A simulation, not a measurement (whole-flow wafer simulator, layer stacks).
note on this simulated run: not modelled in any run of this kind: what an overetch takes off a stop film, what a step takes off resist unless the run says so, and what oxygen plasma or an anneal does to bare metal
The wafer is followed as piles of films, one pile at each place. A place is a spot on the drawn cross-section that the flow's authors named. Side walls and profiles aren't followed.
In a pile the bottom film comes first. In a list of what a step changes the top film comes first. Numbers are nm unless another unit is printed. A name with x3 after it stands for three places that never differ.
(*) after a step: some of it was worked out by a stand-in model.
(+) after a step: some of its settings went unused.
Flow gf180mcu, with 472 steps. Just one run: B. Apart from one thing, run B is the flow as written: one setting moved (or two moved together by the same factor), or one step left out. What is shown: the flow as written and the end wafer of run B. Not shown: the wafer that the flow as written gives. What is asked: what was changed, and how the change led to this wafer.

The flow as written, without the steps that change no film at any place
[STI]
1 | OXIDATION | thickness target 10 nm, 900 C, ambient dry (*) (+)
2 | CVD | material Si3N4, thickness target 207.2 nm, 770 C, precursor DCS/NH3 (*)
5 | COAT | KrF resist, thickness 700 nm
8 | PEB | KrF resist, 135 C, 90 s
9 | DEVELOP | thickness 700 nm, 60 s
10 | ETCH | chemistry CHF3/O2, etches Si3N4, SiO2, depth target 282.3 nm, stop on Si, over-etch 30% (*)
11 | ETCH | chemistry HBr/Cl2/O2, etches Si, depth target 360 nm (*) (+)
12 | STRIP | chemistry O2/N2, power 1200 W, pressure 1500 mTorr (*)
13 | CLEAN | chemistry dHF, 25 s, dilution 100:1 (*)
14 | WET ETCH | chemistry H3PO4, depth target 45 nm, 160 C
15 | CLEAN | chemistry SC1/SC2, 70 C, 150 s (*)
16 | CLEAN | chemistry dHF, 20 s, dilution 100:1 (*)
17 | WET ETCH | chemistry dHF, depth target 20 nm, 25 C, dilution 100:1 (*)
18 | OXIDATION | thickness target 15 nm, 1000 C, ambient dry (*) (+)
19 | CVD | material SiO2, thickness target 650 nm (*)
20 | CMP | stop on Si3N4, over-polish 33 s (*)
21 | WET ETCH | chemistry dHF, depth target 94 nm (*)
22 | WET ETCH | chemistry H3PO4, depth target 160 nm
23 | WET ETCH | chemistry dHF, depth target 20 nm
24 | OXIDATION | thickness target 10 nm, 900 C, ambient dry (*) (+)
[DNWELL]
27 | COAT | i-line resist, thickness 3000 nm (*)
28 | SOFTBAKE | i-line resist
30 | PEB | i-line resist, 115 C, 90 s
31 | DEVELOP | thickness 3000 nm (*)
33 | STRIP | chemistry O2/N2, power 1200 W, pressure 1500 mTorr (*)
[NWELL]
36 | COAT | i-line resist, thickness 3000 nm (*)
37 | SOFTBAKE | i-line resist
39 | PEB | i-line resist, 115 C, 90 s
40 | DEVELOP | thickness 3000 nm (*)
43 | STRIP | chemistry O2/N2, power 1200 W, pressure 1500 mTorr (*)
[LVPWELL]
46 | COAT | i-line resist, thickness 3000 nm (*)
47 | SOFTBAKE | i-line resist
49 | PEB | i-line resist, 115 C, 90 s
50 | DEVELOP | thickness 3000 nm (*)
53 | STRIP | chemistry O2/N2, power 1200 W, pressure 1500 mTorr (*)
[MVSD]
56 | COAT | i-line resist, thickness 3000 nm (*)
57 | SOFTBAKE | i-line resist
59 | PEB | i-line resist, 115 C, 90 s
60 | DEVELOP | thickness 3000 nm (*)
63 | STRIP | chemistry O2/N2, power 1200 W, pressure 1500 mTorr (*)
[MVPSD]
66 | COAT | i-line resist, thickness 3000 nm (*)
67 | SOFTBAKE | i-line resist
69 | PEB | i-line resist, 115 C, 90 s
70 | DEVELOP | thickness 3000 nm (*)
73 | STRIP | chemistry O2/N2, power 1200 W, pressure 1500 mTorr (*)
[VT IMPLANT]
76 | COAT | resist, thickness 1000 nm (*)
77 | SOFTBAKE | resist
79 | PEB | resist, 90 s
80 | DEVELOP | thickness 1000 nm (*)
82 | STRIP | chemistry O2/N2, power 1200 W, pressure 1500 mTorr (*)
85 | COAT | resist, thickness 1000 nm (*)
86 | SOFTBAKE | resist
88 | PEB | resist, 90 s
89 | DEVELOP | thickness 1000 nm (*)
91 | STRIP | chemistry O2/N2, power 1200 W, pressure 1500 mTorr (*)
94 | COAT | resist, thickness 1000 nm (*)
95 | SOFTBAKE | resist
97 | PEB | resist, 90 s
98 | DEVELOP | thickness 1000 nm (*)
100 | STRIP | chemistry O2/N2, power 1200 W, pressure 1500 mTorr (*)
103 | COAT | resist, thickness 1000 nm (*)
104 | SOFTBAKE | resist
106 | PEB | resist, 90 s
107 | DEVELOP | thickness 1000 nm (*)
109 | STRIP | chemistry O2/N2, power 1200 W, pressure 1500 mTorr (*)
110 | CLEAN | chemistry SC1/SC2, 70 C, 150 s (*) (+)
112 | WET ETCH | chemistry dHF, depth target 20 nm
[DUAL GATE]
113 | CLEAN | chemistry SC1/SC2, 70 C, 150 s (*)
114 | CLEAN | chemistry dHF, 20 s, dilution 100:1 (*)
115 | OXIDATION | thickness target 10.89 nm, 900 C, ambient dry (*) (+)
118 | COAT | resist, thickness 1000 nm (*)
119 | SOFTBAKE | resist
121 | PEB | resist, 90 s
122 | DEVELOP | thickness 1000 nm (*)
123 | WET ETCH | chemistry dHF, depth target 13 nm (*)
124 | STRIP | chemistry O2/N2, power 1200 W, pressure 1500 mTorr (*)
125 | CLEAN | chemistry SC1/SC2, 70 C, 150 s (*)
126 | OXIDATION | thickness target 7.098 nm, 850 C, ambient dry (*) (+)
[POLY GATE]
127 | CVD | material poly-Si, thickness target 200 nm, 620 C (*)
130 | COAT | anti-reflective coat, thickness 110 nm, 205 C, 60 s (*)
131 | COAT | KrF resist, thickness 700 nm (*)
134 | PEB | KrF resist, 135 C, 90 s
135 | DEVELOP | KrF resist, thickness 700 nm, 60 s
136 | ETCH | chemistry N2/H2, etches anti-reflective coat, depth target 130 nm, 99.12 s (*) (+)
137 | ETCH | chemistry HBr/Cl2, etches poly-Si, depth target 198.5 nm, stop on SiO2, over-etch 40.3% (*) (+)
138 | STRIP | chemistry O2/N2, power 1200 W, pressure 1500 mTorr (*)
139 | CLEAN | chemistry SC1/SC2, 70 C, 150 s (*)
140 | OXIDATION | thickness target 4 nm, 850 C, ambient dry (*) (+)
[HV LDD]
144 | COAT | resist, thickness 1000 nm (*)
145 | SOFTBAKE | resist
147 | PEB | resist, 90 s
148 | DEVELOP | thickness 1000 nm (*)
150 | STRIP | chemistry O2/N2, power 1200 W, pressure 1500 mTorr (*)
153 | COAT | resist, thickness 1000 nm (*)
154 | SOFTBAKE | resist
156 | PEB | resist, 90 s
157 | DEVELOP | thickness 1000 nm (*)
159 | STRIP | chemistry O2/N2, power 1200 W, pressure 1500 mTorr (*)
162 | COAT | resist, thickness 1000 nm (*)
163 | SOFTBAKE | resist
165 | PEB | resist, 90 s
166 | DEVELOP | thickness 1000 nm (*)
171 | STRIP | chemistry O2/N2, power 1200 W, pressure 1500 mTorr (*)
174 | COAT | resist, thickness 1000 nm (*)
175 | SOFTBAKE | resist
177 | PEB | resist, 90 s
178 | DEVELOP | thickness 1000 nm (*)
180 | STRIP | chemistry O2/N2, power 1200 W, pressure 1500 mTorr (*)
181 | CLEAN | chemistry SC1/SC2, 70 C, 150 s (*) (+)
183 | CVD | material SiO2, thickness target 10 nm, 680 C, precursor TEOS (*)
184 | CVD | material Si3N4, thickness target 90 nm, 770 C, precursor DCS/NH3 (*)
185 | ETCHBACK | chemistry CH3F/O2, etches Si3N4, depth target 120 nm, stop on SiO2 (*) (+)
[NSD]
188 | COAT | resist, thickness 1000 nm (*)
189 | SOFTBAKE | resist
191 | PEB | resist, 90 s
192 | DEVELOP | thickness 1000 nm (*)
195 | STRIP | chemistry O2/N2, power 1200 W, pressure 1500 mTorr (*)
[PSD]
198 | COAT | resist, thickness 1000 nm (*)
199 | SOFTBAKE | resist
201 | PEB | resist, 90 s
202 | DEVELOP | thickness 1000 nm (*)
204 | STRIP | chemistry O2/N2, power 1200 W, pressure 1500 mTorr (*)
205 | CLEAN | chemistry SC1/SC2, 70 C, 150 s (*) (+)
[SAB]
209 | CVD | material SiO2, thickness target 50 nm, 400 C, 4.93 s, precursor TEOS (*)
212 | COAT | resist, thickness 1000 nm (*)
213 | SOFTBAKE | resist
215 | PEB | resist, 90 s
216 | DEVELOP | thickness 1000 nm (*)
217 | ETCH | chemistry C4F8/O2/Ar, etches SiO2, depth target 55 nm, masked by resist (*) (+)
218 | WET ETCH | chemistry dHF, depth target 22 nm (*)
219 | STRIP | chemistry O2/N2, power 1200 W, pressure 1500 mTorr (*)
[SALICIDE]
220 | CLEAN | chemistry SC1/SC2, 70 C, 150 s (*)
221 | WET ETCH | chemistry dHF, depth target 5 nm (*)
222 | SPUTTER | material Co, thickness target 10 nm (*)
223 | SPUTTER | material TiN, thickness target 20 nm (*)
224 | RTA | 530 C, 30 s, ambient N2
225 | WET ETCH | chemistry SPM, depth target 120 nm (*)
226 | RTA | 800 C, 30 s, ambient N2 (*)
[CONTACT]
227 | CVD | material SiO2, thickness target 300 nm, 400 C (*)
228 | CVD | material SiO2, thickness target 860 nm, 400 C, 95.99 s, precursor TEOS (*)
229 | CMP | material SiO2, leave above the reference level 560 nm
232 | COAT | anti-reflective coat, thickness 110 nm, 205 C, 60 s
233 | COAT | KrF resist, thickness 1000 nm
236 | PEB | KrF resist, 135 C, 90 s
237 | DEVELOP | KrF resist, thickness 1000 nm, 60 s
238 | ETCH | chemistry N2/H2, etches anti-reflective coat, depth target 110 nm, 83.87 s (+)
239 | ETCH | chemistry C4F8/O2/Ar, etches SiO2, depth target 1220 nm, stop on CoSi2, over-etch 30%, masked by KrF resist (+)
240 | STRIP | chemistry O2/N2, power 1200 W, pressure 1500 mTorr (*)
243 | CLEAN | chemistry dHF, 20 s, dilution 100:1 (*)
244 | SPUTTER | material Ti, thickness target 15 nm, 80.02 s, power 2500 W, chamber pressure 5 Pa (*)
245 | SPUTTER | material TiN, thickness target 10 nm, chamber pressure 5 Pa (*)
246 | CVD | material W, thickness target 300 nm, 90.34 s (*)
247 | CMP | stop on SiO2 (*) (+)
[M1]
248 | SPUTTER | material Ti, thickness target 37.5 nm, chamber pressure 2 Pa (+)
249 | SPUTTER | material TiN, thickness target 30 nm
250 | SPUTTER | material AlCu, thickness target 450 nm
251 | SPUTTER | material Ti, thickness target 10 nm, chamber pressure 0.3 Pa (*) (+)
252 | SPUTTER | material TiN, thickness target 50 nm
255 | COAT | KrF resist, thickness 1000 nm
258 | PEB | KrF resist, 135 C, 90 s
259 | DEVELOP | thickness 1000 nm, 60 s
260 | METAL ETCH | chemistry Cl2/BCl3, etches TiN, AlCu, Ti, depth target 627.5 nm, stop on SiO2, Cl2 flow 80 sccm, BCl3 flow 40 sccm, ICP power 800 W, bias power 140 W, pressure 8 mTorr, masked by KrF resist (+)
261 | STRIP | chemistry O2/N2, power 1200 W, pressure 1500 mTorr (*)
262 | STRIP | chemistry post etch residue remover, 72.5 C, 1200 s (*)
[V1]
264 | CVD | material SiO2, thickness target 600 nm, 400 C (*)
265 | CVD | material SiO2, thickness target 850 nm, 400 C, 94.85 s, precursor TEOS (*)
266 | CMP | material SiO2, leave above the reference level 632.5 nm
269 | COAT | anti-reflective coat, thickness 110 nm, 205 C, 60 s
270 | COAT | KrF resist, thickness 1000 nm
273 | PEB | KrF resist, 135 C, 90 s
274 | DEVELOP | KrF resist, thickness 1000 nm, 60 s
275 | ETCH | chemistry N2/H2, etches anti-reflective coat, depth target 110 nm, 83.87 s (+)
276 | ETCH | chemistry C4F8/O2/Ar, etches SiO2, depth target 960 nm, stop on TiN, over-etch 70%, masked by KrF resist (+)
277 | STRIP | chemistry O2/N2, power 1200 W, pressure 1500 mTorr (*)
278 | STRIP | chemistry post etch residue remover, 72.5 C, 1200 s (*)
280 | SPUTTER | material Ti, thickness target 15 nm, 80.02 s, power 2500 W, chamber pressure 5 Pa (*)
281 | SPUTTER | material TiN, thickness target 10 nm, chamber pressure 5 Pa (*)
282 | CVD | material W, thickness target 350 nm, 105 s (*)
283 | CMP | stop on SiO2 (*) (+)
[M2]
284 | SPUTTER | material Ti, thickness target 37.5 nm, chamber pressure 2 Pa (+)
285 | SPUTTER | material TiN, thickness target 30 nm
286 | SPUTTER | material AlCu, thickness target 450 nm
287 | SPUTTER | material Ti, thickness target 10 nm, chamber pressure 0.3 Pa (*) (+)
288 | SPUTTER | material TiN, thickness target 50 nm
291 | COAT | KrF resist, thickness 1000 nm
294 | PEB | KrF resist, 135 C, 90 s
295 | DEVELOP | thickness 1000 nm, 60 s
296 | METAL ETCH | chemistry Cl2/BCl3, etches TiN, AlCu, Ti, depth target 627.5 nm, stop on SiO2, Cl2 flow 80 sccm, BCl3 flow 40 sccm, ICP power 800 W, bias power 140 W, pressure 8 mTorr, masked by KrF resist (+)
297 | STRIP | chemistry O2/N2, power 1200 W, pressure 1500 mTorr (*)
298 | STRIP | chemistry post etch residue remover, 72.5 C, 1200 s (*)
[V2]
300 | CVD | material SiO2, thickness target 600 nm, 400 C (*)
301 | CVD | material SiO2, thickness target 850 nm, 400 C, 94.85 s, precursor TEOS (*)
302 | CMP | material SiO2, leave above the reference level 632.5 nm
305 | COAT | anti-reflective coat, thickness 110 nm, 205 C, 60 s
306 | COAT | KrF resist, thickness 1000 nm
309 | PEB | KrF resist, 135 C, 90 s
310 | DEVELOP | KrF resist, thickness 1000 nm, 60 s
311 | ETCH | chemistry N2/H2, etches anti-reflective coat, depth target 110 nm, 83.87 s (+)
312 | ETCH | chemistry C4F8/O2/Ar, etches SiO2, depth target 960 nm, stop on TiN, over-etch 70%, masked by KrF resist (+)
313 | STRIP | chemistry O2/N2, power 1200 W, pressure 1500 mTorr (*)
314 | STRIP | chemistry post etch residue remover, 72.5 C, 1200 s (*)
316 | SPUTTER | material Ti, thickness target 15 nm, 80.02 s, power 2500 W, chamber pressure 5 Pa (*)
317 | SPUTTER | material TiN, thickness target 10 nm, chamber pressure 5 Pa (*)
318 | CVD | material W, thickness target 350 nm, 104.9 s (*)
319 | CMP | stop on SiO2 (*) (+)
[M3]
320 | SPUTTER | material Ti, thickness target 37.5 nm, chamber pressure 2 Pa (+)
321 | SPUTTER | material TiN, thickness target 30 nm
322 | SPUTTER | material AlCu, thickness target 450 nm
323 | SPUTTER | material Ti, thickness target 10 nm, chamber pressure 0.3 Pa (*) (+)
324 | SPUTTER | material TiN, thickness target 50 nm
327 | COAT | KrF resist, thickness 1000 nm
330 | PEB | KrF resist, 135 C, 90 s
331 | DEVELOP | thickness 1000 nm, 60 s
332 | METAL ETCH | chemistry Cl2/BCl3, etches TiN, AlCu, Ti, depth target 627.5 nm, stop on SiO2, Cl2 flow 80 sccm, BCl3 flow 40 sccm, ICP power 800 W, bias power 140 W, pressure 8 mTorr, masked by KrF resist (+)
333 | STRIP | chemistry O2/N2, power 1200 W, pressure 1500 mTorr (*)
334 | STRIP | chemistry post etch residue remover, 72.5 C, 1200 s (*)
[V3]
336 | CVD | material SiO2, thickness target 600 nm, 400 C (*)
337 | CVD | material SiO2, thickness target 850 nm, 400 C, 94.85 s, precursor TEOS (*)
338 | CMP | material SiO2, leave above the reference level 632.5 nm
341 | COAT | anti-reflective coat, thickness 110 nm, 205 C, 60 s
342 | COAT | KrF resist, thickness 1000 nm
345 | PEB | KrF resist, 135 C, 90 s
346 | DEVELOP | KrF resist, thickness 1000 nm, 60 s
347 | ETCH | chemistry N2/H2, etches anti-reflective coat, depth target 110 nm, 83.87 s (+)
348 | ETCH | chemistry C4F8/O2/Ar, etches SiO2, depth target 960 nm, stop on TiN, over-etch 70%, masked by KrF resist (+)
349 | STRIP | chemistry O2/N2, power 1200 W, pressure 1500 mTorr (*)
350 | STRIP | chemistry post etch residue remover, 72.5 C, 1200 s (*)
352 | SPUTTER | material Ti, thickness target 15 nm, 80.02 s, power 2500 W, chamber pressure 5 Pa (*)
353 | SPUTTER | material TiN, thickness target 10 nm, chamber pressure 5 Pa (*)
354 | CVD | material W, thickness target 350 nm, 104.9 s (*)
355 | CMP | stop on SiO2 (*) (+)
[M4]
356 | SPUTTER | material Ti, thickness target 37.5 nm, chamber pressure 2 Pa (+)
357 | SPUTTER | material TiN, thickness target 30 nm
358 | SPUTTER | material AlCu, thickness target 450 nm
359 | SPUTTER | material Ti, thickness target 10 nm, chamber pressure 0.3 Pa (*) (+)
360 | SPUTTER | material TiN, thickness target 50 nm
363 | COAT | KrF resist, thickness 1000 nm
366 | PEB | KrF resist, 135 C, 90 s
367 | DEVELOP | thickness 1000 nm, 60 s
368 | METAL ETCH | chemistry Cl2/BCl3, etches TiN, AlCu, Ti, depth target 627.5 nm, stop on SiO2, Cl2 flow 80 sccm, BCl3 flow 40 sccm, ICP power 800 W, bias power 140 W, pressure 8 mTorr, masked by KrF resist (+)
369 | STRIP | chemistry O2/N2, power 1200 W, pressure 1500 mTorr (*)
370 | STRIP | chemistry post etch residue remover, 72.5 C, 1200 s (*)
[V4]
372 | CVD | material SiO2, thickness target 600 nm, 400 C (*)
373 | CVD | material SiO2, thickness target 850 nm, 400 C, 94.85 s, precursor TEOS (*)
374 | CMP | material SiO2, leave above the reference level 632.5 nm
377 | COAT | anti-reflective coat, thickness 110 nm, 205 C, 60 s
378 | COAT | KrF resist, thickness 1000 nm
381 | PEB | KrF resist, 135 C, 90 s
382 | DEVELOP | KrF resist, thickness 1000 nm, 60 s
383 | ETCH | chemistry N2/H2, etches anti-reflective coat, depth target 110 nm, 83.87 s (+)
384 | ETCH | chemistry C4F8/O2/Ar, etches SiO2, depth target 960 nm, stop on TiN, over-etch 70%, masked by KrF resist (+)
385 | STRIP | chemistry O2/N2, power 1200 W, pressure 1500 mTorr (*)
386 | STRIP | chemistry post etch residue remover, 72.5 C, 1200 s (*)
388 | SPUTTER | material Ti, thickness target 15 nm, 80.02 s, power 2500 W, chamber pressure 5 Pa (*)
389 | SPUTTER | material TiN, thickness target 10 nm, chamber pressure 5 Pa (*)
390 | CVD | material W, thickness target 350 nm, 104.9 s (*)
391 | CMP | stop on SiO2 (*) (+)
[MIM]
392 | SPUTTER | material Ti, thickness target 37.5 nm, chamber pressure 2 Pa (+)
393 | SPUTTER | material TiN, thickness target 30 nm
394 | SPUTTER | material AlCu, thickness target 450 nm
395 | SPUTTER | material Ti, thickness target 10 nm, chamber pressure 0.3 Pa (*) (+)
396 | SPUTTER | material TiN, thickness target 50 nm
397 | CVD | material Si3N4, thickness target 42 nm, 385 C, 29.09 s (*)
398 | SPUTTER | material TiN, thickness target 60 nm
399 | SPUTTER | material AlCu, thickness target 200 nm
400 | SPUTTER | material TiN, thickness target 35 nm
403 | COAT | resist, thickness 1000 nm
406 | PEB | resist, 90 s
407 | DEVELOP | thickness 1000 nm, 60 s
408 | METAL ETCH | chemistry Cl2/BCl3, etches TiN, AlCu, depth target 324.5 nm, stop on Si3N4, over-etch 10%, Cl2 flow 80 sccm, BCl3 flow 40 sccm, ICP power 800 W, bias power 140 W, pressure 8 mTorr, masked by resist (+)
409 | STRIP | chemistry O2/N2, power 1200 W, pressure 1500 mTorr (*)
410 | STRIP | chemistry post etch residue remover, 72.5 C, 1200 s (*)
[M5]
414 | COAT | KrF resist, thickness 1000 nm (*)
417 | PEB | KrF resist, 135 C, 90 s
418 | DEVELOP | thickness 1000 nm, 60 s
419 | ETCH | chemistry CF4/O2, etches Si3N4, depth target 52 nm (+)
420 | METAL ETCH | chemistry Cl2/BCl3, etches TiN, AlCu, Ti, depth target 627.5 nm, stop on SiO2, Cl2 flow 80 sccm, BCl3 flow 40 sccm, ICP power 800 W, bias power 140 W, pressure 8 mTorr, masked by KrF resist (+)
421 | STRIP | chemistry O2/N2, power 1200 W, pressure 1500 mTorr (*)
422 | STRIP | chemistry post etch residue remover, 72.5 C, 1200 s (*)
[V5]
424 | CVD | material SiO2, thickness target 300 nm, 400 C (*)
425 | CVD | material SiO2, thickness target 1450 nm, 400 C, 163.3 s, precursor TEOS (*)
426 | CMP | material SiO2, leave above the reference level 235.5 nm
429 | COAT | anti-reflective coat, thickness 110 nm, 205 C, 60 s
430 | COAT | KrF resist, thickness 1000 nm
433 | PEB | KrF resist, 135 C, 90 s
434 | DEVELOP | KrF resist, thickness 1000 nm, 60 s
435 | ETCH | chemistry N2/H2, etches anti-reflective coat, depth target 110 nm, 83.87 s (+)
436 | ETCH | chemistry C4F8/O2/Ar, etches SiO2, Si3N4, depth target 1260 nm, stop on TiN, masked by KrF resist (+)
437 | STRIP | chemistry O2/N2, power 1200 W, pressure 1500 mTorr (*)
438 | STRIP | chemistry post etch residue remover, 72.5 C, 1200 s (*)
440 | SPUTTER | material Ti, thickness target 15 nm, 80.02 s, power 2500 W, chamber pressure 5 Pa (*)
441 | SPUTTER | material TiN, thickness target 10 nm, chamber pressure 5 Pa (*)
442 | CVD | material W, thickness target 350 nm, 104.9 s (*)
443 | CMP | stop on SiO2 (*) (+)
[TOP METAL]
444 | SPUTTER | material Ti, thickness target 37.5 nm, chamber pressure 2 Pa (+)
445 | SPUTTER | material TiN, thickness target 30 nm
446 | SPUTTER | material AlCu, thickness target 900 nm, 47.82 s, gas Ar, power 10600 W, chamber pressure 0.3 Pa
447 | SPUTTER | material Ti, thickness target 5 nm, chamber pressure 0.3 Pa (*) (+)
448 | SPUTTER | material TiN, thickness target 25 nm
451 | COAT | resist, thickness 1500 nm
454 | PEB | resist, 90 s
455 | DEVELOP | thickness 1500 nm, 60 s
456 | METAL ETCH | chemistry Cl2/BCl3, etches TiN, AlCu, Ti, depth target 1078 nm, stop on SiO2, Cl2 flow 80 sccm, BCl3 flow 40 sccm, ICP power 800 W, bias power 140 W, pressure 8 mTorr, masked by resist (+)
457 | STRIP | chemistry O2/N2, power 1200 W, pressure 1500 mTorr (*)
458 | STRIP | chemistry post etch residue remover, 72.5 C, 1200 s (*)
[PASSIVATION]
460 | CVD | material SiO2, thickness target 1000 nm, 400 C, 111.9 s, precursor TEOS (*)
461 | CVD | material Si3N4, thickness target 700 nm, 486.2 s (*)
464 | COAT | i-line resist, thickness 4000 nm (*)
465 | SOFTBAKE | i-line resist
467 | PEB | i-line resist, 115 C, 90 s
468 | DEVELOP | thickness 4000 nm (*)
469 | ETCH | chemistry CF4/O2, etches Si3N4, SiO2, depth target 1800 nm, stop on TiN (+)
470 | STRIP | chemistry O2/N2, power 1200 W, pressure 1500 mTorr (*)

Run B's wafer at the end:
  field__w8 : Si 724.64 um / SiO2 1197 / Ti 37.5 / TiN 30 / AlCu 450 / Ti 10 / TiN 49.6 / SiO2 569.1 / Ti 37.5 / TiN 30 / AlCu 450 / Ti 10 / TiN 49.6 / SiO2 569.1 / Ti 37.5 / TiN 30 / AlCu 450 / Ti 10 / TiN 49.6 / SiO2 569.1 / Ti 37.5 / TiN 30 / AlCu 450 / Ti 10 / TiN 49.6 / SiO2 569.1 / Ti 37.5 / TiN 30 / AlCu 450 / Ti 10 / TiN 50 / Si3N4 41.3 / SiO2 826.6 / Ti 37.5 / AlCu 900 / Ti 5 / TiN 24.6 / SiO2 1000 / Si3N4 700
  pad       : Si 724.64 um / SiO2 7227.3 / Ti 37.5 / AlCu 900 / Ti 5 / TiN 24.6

The reason: step 445, SPUTTER: material TiN, thickness target 30 nm, was omitted.

The path from the change to this, step by step:
  456 | METAL ETCH | chemistry Cl2/BCl3, etches TiN, AlCu, Ti, depth target 1078 nm, stop on SiO2, Cl2 flow 80 sccm, BCl3 flow 40 sccm, ICP power 800 W, bias power 140 W, pressure 8 mTorr, masked by resist (+)
      field, field__w1, field__w2 and 103 more: -25 TiN (all of it), -5 Ti (all of it), -900 AlCu (all of it), -37.5 Ti (all of it) (in the flow as written it would be: -25 TiN (all of it), -5 Ti (all of it), -900 AlCu (all of it), -30 TiN (all of it), -37.5 Ti (all of it))
  465 | SOFTBAKE | i-line resist
      field__w5, field__w9: +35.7 i-line resist (in the flow as written it would be: +37.3 i-line resist)
      field__w13, nw_enc_fld_lv__w4: +36.3 i-line resist (in the flow as written it would be: +37.9 i-line resist)
      (and at 61 other places as well)
